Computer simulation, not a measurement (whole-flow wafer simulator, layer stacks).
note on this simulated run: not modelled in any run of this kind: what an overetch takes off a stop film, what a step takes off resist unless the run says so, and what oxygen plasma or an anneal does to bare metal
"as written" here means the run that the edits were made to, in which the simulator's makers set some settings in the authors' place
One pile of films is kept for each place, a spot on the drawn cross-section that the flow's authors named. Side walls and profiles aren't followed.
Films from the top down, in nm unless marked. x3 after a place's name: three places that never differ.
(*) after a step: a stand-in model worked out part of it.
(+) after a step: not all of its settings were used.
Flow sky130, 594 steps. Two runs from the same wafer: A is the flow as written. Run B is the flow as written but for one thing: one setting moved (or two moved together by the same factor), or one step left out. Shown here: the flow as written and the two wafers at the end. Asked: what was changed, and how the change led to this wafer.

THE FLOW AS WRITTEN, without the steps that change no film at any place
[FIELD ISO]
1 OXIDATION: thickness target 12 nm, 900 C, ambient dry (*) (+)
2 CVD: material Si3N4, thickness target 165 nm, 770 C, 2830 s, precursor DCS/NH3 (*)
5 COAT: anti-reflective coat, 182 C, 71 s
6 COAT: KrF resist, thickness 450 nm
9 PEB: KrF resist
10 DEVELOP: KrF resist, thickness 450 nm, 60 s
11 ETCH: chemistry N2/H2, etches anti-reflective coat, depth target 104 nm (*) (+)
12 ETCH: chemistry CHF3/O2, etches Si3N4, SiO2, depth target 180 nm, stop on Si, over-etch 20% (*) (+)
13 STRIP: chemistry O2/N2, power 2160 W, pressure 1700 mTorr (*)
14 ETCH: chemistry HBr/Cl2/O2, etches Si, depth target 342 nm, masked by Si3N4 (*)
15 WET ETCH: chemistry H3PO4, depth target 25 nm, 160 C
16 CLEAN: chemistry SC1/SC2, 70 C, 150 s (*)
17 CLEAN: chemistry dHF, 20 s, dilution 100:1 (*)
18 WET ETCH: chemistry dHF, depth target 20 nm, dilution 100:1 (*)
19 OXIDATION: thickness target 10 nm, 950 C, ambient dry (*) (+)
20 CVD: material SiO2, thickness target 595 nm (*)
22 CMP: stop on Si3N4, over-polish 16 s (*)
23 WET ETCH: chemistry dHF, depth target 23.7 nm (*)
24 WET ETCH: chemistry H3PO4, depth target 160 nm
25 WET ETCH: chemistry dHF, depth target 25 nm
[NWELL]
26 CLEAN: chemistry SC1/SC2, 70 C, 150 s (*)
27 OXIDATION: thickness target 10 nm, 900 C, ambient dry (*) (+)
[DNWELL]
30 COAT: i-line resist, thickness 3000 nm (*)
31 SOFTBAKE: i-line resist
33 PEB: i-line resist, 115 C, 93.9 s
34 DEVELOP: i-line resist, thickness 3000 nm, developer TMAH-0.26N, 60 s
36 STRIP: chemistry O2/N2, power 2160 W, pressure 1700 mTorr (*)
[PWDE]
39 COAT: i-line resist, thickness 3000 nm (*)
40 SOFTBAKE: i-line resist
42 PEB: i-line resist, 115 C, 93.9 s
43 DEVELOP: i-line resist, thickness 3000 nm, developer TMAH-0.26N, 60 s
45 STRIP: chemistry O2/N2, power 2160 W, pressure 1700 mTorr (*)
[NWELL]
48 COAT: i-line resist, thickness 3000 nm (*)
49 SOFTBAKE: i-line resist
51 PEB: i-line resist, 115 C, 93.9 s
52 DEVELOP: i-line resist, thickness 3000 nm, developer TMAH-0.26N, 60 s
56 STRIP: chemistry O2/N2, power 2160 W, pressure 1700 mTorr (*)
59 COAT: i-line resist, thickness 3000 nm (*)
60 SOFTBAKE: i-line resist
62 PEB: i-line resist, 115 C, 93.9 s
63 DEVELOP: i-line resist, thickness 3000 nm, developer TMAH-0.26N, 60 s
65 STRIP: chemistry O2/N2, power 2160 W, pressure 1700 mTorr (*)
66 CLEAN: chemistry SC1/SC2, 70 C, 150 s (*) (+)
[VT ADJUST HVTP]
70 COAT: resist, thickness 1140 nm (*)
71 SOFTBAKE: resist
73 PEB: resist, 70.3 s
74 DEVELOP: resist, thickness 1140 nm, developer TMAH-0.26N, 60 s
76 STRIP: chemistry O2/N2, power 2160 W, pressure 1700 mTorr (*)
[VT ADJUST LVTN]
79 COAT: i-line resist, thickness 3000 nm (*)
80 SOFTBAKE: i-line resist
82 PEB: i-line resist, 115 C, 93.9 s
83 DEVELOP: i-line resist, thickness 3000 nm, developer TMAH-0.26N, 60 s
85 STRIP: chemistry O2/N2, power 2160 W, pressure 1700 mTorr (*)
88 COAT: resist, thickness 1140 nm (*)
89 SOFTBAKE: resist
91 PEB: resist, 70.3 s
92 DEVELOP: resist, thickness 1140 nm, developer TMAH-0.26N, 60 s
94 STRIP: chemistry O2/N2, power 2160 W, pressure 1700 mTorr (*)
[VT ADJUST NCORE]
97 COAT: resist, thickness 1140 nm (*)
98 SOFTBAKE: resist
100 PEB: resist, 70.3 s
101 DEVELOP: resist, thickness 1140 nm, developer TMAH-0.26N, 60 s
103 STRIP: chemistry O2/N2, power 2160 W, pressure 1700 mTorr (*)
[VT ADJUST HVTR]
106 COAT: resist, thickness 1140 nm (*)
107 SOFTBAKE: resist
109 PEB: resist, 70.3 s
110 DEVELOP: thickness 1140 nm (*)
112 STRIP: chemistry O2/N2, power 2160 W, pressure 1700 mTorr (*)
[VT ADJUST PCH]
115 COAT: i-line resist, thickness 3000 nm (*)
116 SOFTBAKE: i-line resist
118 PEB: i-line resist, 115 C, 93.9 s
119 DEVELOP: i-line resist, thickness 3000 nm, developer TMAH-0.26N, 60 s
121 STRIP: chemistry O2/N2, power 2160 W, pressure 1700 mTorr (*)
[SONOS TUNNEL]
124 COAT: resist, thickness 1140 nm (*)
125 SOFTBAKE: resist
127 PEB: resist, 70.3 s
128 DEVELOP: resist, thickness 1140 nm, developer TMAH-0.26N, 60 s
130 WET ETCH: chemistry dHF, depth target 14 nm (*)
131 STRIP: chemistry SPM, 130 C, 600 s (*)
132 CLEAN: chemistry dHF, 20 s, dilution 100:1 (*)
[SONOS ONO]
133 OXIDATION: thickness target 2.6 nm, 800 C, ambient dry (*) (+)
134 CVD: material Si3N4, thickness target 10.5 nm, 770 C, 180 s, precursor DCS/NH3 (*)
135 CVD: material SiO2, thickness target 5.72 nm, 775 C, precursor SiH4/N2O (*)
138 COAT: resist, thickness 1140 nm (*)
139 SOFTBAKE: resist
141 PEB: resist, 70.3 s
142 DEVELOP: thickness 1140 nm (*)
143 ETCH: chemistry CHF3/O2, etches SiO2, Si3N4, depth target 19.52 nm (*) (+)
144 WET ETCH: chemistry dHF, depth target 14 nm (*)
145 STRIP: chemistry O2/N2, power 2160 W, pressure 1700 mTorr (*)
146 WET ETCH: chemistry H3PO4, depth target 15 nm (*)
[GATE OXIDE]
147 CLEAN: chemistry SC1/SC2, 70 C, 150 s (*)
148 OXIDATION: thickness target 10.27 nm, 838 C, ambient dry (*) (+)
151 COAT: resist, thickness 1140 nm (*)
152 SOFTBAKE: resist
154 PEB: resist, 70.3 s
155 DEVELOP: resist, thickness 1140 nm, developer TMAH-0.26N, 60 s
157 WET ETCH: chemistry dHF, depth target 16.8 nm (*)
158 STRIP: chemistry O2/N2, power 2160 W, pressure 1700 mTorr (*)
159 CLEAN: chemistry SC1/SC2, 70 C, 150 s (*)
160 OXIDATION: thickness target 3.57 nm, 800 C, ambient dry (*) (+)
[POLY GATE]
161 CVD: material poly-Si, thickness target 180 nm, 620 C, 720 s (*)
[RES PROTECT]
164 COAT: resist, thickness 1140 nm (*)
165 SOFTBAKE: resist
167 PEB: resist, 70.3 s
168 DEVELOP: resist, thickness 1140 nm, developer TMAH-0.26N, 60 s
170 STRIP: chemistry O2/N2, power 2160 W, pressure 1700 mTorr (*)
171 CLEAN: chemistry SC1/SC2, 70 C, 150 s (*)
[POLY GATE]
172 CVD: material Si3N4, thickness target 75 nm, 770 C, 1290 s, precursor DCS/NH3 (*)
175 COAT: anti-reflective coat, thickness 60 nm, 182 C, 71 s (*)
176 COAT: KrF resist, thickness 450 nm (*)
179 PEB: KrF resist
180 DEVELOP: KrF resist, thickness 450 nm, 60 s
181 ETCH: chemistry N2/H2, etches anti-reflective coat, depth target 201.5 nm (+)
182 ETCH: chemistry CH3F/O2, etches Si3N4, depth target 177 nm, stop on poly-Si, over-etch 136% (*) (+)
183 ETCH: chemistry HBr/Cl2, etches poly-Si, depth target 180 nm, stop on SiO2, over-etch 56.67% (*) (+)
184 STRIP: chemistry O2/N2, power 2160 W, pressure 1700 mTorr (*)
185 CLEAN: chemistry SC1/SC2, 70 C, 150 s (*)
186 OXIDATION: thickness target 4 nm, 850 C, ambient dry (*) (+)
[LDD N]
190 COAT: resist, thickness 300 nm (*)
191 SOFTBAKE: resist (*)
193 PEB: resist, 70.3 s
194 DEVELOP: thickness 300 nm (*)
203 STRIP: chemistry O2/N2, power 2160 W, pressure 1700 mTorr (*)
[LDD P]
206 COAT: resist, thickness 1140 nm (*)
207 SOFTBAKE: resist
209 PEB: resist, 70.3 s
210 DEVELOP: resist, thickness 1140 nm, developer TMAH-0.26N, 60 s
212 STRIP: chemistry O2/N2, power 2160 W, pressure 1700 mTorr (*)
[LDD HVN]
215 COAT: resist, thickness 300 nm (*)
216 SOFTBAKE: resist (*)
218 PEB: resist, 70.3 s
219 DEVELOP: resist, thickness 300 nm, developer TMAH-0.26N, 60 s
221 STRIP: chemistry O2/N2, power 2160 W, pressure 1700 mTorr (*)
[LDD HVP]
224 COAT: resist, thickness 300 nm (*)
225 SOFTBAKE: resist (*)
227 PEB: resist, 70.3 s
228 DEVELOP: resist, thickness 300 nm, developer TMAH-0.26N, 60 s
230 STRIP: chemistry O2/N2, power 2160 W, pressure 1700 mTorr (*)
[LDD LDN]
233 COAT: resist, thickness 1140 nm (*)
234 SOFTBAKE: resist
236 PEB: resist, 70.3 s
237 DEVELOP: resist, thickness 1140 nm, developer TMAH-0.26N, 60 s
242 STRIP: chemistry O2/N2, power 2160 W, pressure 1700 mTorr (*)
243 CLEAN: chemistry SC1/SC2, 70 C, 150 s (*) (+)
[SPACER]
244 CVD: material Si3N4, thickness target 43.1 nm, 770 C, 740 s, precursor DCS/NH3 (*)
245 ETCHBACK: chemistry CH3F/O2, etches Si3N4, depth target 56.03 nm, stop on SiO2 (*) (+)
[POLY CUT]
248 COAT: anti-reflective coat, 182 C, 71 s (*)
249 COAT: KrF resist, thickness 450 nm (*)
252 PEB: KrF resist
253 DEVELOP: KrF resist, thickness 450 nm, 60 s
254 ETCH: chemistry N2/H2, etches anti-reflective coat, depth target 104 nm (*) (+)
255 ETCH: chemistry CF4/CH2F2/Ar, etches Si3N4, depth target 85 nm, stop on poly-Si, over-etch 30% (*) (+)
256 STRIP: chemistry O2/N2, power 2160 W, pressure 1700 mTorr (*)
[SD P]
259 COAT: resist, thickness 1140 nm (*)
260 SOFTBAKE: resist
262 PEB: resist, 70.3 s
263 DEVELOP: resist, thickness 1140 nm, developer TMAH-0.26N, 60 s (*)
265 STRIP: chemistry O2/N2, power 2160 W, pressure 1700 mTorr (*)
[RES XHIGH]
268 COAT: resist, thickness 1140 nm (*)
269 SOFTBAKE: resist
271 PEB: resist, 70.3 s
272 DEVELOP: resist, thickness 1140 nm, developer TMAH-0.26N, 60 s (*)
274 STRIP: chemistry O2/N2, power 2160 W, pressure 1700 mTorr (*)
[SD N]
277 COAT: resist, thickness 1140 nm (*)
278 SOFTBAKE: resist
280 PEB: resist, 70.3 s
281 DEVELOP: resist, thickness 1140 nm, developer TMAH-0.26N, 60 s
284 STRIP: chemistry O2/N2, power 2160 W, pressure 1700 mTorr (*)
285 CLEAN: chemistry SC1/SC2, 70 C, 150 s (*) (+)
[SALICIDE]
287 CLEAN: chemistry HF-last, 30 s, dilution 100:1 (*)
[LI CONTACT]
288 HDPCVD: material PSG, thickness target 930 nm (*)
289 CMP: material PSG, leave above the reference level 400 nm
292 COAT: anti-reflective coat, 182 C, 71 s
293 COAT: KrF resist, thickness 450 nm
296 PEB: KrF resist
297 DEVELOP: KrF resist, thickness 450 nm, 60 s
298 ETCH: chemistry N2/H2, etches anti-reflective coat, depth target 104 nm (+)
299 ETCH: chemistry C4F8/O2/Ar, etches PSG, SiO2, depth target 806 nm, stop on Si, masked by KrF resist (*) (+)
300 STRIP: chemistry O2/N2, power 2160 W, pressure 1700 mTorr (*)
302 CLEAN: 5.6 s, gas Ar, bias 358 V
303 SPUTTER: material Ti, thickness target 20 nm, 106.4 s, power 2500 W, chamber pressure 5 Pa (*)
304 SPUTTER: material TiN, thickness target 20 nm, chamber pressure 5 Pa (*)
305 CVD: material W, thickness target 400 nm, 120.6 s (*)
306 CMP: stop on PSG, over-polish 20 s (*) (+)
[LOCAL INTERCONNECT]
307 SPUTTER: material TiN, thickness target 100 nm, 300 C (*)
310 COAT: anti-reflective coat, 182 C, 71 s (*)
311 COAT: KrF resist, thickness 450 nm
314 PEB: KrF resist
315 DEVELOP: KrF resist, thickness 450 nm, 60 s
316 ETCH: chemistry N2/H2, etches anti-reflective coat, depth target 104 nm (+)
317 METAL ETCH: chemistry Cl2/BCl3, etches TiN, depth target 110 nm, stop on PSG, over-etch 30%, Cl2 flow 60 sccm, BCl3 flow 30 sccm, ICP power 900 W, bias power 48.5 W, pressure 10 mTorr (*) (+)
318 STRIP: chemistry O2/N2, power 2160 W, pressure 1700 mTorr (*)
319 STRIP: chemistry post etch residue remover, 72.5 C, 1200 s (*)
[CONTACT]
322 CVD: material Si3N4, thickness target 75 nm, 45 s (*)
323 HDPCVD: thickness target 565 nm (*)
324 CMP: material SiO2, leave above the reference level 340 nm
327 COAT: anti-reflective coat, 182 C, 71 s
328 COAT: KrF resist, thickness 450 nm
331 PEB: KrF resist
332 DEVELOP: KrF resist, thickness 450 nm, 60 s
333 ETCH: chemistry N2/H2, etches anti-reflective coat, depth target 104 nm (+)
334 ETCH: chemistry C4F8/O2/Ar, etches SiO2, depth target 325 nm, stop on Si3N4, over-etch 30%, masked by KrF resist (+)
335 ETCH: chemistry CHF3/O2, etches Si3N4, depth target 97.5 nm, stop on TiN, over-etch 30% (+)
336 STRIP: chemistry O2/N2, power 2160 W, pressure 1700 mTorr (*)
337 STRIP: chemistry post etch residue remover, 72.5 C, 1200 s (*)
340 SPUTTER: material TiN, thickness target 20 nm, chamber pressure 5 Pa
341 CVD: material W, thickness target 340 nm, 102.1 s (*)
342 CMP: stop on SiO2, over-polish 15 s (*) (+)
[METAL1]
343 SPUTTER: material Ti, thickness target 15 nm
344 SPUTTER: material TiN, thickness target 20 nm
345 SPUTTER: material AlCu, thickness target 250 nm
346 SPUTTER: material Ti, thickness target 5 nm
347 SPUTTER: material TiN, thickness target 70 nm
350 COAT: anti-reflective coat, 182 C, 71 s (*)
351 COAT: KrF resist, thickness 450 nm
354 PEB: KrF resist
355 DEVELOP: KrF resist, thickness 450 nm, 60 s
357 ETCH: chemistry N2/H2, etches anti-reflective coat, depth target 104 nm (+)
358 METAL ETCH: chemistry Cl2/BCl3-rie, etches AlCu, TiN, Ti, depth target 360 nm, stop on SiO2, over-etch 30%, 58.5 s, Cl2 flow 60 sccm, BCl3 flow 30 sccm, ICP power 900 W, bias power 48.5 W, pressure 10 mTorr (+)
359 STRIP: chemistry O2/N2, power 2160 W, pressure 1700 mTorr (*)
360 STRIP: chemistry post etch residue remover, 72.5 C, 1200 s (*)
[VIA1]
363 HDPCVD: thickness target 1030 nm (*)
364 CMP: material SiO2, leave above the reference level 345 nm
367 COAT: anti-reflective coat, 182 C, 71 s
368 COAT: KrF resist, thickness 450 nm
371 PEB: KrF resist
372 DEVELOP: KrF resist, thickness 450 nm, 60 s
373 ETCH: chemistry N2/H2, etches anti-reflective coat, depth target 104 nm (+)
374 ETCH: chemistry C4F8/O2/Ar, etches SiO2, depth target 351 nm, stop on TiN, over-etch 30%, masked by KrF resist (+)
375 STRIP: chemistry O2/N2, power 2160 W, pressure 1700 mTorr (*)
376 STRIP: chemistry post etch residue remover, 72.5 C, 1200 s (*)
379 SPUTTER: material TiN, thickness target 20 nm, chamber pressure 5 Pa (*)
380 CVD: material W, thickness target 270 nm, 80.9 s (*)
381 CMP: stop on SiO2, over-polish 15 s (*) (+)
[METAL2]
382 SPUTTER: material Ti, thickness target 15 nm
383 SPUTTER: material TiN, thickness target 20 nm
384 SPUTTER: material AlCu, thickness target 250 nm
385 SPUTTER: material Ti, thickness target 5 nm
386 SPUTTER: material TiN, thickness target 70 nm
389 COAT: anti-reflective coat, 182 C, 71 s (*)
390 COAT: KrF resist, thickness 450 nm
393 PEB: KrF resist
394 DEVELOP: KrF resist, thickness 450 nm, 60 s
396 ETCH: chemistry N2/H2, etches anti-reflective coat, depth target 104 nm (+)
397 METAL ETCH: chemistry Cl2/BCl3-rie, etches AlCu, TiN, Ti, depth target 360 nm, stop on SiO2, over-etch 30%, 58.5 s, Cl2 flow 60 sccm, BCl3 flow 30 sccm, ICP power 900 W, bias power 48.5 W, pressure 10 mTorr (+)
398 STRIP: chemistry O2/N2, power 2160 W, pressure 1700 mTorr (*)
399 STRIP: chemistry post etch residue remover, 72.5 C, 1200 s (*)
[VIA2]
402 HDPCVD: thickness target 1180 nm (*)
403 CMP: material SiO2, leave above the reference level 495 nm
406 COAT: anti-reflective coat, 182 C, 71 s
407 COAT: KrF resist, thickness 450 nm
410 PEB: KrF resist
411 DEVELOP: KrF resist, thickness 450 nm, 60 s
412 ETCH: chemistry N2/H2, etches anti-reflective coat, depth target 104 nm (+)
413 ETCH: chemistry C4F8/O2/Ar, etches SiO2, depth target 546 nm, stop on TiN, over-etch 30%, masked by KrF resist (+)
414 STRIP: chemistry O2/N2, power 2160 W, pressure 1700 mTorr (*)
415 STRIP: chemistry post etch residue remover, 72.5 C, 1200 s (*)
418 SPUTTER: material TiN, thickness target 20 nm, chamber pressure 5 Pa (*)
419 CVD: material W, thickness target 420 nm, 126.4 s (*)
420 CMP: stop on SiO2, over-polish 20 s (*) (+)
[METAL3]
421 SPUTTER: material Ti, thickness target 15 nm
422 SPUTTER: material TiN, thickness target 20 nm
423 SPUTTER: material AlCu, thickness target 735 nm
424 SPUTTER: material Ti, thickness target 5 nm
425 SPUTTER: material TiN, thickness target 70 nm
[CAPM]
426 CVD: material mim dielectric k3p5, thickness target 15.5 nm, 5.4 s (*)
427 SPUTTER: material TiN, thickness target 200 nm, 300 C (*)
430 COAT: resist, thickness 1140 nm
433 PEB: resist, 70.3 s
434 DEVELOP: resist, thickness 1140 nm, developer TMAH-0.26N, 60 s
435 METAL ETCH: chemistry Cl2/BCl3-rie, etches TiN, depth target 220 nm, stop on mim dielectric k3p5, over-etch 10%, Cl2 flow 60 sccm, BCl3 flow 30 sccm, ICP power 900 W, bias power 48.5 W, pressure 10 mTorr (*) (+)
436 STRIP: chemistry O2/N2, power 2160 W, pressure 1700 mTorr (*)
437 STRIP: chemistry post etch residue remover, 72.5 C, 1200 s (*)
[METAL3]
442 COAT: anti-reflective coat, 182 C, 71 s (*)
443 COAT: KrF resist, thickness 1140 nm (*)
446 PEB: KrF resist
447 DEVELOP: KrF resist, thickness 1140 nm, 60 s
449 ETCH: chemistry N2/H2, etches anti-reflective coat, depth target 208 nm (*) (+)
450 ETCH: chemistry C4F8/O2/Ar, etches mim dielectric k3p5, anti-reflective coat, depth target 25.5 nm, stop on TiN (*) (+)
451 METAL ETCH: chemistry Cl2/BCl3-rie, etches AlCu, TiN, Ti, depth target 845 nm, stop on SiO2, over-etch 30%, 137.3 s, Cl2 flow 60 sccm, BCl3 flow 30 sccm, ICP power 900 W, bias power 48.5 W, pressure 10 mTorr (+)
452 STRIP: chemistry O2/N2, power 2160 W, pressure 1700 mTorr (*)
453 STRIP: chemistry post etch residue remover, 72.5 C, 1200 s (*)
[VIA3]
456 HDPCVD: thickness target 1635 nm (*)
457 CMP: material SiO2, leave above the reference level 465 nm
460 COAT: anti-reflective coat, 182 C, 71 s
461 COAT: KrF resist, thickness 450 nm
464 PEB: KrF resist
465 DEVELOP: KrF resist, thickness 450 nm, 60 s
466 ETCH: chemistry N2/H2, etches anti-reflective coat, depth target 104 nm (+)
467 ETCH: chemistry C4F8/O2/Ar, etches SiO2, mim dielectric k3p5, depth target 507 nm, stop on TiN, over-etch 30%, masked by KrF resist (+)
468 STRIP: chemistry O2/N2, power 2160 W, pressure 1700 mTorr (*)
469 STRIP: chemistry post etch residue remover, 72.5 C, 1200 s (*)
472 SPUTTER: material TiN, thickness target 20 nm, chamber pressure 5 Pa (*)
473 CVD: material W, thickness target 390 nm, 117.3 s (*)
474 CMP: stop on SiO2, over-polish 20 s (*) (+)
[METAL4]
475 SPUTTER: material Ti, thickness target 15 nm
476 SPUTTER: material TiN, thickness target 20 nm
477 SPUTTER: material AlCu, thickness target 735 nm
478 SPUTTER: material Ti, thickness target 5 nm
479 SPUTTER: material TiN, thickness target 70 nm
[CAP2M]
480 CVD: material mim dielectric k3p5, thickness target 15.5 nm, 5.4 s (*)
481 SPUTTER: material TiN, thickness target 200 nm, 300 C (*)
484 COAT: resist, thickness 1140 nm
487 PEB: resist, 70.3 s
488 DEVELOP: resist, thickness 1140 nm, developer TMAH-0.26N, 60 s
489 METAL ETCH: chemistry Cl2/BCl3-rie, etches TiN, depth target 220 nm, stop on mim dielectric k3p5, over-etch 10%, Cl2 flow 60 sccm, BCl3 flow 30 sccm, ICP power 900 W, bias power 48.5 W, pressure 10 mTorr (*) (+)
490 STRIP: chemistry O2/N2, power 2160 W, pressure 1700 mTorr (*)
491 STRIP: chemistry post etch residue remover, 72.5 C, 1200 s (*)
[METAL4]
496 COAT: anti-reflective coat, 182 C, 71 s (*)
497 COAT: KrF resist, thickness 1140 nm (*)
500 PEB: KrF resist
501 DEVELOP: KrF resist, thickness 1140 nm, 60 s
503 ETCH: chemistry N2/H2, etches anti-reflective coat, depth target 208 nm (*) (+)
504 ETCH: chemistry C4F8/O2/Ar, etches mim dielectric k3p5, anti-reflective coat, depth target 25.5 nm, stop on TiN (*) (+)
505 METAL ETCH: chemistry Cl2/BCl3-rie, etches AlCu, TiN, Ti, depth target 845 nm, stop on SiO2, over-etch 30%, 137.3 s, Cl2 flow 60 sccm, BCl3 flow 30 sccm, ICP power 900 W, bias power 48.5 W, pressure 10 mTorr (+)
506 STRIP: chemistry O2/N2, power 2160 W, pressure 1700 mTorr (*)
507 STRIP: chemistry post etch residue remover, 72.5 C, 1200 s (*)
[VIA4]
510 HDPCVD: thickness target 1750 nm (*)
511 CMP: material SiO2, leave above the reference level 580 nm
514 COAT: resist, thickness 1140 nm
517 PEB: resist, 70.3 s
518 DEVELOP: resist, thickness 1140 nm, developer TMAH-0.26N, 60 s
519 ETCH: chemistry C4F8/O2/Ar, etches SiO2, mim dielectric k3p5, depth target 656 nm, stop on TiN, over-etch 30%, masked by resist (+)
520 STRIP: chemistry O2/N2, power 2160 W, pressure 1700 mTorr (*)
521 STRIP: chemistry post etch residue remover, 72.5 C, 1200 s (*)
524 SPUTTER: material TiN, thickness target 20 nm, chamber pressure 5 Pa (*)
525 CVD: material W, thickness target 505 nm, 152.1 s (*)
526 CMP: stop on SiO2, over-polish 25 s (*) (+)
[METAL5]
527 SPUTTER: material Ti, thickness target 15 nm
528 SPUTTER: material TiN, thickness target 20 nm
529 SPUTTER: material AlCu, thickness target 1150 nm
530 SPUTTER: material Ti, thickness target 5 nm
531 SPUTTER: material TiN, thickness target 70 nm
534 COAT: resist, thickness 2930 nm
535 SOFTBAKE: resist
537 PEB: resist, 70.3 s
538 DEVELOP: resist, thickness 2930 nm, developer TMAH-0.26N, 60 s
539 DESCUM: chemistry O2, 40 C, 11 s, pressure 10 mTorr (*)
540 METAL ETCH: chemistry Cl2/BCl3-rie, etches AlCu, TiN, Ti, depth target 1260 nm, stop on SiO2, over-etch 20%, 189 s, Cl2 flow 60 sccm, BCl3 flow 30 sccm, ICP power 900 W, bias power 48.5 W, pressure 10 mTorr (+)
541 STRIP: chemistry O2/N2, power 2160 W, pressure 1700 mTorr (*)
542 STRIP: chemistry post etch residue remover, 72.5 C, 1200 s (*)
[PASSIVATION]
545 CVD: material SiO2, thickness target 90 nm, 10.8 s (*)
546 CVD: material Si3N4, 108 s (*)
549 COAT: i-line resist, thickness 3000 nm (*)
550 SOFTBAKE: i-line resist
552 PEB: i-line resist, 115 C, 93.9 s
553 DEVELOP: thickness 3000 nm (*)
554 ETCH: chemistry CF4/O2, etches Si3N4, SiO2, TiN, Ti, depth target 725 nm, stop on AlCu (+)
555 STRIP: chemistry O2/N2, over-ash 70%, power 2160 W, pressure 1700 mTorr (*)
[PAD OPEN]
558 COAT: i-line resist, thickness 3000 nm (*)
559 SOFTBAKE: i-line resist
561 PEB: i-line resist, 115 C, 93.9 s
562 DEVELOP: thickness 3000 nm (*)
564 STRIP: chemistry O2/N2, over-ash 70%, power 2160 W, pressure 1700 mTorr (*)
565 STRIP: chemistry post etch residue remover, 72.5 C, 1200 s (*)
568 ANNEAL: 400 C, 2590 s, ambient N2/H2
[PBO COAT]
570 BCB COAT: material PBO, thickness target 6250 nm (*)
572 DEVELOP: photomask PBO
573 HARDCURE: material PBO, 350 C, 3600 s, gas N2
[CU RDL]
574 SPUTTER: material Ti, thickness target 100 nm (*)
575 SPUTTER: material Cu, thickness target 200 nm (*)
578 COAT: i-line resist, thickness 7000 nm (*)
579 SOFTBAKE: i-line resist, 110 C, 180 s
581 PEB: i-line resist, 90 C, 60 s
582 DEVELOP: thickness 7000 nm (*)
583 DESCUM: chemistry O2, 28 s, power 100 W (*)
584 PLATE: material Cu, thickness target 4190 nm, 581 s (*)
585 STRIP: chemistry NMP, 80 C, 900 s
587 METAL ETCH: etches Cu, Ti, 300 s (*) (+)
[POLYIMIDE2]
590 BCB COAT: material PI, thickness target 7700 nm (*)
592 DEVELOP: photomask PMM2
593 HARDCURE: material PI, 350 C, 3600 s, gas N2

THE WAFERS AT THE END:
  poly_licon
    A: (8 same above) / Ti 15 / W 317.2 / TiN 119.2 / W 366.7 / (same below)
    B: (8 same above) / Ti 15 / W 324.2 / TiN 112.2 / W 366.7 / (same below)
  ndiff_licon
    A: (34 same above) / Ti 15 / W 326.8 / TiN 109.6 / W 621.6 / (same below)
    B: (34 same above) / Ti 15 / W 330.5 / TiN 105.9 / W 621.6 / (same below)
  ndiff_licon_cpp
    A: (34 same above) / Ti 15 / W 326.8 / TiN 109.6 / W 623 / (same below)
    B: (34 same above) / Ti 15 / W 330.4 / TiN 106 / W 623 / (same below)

The cause: step 340, SPUTTER: thickness target 13 nm was run, where the flow has thickness target 20 nm.

How the change led to this, step by step:
  340 SPUTTER: material TiN, thickness target 20 nm, chamber pressure 5 Pa
      field, active, n_well and 184 more: A TiN +20 (new film) | B TiN +13 (new film)
      ndiff_licon_cpp, rpo_hd_licon: A TiN +10.4 | B TiN +6.8
      (and at 2 more places)
  342 CMP: stop on SiO2, over-polish 15 s (*) (+)
      field, active, n_well and 184 more: A W -340 (all of it), TiN -20 (all of it), SiO2 -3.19 | B W -340 (all of it), TiN -13 (all of it), SiO2 -3.19
      poly_licon: A W -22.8 | B W -15.8
